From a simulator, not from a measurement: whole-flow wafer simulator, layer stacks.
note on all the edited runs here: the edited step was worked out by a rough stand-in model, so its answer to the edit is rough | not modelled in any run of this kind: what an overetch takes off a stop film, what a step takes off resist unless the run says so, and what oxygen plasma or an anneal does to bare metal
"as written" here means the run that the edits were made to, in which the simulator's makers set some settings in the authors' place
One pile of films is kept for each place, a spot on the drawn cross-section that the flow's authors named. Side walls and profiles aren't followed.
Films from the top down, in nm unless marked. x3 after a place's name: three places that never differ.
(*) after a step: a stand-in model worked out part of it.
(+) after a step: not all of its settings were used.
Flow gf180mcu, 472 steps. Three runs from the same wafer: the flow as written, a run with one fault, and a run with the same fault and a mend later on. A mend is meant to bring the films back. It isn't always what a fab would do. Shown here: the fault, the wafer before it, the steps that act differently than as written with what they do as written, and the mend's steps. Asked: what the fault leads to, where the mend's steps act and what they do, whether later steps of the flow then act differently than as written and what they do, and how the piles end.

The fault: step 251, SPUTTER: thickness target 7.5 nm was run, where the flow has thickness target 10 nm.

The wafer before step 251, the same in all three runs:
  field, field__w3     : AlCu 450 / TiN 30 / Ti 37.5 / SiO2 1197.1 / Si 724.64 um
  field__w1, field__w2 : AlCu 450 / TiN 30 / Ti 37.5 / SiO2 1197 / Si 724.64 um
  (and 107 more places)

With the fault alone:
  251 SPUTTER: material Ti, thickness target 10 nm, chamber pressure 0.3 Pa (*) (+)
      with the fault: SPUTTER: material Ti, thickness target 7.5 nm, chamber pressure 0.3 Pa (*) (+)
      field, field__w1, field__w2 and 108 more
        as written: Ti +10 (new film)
        with the fault: Ti +7.5 (new film)
  Later steps of the flow that act differently than as written (5 more steps differ only slightly, by at most 2% or 0.5 nm, whichever is larger, and aren't shown):
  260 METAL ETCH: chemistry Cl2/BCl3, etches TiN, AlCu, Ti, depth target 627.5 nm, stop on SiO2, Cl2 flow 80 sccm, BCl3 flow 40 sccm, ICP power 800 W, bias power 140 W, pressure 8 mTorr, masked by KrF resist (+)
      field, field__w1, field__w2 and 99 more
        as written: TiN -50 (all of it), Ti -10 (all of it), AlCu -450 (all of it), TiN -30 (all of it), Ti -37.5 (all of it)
        with the fault: TiN -50 (all of it), Ti -7.5 (all of it), AlCu -450 (all of it), TiN -30 (all of it), Ti -37.5 (all of it)
  At the end the piles differ from the flow's by more than 2% or 0.5 nm, whichever is larger, at field__w8, contact, m1 and 6 more.
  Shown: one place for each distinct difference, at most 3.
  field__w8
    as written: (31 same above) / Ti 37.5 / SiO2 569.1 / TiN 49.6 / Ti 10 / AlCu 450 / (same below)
    with the fault: (31 same above) / Ti 37.5 / SiO2 571.6 / TiN 49.6 / Ti 7.5 / AlCu 450 / (same below)
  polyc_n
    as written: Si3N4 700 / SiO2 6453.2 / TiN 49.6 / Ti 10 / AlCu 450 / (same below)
    with the fault: Si3N4 700 / SiO2 6455.7 / TiN 49.6 / Ti 7.5 / AlCu 450 / (same below)
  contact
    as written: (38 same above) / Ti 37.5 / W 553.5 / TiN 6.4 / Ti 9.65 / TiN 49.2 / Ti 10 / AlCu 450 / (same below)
    with the fault: (38 same above) / Ti 37.5 / W 556 / TiN 6.39 / Ti 9.64 / TiN 49.2 / Ti 7.5 / AlCu 450 / (same below)

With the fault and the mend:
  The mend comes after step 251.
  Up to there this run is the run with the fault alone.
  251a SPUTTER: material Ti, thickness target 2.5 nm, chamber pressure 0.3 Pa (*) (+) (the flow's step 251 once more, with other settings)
      field, field__w1, field__w2 and 108 more
        Ti +2.5
  No later step of the flow acts differently than as written at any place that is followed.
  At the end the piles are the same as the flow's at every place that both follow.
